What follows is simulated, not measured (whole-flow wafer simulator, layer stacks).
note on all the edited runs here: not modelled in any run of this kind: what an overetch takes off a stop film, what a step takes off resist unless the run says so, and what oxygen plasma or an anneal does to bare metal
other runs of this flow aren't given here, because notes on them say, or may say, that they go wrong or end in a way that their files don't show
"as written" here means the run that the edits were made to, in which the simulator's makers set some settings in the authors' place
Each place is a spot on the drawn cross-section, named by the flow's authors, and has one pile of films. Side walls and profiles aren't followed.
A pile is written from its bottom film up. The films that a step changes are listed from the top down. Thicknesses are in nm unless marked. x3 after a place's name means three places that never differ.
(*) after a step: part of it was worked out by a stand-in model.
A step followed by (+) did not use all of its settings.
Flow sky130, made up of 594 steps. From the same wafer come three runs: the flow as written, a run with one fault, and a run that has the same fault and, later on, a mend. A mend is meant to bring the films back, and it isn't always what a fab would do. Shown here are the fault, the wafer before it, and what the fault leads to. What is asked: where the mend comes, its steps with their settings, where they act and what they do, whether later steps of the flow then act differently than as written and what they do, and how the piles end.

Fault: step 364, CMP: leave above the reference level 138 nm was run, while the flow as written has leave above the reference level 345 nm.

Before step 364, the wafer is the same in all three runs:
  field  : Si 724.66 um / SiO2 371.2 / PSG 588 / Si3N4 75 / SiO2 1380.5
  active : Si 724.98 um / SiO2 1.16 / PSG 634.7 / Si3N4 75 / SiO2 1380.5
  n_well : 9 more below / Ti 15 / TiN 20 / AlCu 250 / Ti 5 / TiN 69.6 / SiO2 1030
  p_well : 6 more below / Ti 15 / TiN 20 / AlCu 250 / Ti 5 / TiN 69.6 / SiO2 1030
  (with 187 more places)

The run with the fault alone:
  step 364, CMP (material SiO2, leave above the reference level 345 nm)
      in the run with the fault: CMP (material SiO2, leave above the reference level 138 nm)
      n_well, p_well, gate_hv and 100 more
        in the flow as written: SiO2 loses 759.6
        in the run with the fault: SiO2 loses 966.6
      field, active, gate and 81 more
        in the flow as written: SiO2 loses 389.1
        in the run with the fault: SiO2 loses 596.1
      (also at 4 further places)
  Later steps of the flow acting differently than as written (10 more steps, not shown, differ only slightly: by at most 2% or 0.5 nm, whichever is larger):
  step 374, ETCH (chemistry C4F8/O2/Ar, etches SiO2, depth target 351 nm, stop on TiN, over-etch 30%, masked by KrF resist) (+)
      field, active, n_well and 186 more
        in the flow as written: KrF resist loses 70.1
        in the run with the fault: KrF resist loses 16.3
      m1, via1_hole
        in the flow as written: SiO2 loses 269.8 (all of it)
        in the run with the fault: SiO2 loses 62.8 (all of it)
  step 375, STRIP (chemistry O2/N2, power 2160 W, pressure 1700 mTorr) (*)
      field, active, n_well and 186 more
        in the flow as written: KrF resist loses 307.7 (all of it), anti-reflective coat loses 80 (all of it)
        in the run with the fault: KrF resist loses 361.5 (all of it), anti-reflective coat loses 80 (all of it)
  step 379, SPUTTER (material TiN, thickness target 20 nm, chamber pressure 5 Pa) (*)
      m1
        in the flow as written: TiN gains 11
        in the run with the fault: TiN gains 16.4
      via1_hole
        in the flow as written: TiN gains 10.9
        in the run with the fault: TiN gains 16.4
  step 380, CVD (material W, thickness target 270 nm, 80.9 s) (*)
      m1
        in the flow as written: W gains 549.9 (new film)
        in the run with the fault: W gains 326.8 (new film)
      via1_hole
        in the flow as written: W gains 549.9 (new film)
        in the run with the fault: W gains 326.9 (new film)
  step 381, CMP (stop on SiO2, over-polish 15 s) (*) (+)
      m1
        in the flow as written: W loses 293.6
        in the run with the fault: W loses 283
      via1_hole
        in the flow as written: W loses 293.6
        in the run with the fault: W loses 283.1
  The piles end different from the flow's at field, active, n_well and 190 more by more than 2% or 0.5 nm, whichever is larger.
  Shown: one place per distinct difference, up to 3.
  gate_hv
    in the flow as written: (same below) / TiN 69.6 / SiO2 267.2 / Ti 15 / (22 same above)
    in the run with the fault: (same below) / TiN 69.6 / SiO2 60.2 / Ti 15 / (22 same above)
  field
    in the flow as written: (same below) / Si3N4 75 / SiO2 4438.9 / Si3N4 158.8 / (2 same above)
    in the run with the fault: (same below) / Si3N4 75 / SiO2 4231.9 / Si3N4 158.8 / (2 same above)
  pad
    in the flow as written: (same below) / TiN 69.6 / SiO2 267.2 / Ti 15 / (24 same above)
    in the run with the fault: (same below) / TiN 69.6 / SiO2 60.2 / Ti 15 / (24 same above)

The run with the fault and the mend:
  The mend stands after step 364.
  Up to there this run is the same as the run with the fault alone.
  step 364a, HDPCVD (thickness target 207 nm) (*) (the flow's step 363, run once more with other settings)
      field, active, n_well and 188 more
        SiO2 gains 207
  None of the later steps of the flow differs from how it acts as written, at any place that is followed, by more than 2% or 0.5 nm, whichever is larger.
  By the end, the piles equal the flow's at every place that both follow.
